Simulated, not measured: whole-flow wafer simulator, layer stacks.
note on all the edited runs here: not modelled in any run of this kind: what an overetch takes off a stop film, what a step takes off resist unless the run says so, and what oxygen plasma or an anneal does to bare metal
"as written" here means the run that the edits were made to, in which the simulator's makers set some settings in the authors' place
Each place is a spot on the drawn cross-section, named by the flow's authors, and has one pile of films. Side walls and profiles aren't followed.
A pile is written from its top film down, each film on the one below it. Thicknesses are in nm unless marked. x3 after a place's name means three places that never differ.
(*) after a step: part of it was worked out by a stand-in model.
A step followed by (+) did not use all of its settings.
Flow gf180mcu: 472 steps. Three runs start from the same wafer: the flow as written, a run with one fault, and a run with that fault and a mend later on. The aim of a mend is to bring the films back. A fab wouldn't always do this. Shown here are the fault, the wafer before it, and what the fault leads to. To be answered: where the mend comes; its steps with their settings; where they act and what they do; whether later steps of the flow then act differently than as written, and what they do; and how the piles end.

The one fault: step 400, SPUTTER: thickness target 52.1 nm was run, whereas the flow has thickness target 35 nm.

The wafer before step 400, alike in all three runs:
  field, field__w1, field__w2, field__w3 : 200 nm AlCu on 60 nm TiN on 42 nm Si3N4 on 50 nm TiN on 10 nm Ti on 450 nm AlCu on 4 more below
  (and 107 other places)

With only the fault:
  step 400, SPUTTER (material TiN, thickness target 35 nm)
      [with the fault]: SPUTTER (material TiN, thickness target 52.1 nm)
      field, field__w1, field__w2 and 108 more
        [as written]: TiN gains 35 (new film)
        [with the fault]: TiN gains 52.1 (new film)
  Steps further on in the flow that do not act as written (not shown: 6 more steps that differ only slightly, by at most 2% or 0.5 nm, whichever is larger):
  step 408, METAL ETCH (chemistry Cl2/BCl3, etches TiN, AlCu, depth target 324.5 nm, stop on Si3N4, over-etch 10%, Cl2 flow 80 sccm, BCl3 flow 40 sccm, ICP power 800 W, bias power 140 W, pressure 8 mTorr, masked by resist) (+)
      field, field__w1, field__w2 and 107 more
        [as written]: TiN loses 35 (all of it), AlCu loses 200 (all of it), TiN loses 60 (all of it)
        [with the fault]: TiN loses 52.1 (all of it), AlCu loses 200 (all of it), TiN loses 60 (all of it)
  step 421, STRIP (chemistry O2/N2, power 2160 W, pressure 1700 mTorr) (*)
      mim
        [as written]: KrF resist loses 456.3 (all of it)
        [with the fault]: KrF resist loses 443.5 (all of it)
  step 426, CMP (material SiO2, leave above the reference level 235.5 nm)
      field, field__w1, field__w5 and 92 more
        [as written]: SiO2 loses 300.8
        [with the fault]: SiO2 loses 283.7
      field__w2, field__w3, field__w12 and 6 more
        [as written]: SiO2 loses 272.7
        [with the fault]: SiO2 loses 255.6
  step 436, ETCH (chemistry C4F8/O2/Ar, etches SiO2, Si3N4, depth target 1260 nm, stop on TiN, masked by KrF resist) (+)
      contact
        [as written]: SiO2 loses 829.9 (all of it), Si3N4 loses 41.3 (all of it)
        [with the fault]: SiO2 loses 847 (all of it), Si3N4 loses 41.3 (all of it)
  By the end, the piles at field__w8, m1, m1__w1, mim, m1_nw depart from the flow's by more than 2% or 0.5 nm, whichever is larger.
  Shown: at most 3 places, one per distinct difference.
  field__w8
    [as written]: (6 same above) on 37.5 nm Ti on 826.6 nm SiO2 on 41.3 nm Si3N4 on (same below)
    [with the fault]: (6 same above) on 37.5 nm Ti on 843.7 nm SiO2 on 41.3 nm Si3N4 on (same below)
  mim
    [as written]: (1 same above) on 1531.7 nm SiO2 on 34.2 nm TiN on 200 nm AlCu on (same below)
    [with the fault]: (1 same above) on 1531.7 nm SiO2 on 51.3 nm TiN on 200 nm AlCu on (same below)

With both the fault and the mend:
  The mend stands after step 400.
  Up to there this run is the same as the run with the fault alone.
  step 400a, METAL ETCH (chemistry Cl2/BCl3, etches TiN, AlCu, Ti, depth target 17.1 nm, Cl2 flow 80 sccm, BCl3 flow 40 sccm, ICP power 800 W, bias power 140 W, pressure 8 mTorr) (a further turn of the flow's step 260, with different settings)
      field, field__w1, field__w2 and 108 more
        TiN loses 17.1
  Every later step of the flow that is run acts as written at every place that is followed.
  At every place that both follow, the piles at the end match the flow's.
